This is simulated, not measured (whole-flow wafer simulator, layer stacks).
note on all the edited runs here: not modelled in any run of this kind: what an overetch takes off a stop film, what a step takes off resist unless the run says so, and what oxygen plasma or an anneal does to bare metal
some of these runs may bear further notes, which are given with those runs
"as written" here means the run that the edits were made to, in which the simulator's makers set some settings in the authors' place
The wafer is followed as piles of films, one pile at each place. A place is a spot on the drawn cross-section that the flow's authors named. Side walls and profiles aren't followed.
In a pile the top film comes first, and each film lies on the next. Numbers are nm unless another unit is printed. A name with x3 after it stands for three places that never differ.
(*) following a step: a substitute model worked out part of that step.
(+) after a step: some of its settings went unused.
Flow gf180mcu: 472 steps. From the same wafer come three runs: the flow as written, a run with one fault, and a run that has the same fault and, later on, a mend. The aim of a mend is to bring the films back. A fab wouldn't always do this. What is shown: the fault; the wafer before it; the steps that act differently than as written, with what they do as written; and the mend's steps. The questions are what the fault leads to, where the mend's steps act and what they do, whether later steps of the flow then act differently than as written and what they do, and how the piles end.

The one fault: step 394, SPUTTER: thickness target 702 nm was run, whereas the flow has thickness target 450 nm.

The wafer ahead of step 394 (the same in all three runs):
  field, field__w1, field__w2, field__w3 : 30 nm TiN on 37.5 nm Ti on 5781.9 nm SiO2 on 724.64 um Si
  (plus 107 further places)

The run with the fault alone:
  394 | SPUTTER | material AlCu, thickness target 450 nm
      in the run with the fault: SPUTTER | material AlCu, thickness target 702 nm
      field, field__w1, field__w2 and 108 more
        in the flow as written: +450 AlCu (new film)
        in the run with the fault: +702 AlCu (new film)
  Steps further on in the flow that do not act as written (not shown: 1 more step that differs only slightly, by at most 2% or 0.5 nm, whichever is larger):
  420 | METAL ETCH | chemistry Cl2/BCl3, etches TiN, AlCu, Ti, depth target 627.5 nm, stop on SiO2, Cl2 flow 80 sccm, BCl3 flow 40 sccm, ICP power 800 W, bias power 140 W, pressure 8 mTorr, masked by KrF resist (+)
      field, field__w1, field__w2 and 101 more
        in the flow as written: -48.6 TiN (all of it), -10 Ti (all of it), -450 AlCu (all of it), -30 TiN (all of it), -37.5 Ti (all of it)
        in the run with the fault: -48.6 TiN (all of it), -10 Ti (all of it), -568.9 AlCu
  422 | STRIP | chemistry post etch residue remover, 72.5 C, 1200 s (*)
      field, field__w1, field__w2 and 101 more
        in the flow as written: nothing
        in the run with the fault: -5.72 AlCu
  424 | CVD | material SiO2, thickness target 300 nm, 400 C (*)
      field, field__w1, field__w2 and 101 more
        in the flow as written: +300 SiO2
        in the run with the fault: +300 SiO2 (new film)
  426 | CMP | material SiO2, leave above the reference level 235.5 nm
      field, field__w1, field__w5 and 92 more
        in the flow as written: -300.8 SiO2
        in the run with the fault: -243.7 SiO2
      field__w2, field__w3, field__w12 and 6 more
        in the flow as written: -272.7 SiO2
        in the run with the fault: -212.9 SiO2
  By the end, the piles at field, field__w1, field__w2 and 109 more depart from the flow's by more than 2% or 0.5 nm, whichever is larger.
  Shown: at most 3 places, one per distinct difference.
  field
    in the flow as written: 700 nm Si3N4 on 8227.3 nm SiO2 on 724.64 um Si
    in the run with the fault: 700 nm Si3N4 on 2502.5 nm SiO2 on 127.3 nm AlCu on 30 nm TiN on 37.5 nm Ti on 5781.9 nm SiO2 on 724.64 um Si
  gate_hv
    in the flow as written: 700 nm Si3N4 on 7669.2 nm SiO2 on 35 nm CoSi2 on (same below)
    in the run with the fault: 700 nm Si3N4 on 2502.5 nm SiO2 on 127.3 nm AlCu on 30 nm TiN on 37.5 nm Ti on 5223.8 nm SiO2 on 35 nm CoSi2 on (same below)
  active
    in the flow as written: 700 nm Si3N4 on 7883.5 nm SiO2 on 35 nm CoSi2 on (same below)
    in the run with the fault: 700 nm Si3N4 on 2502.5 nm SiO2 on 127.3 nm AlCu on 30 nm TiN on 37.5 nm Ti on 5438.1 nm SiO2 on 35 nm CoSi2 on (same below)

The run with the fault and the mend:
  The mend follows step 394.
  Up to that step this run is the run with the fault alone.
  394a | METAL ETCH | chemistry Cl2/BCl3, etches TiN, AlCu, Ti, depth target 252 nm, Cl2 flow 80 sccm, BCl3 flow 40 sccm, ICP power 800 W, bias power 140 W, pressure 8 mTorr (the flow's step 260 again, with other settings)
      field, field__w1, field__w2 and 108 more
        -252 AlCu
  Every later step of the flow that is run acts as written at every place that is followed.
  By the end, the piles equal the flow's at every place that both follow.
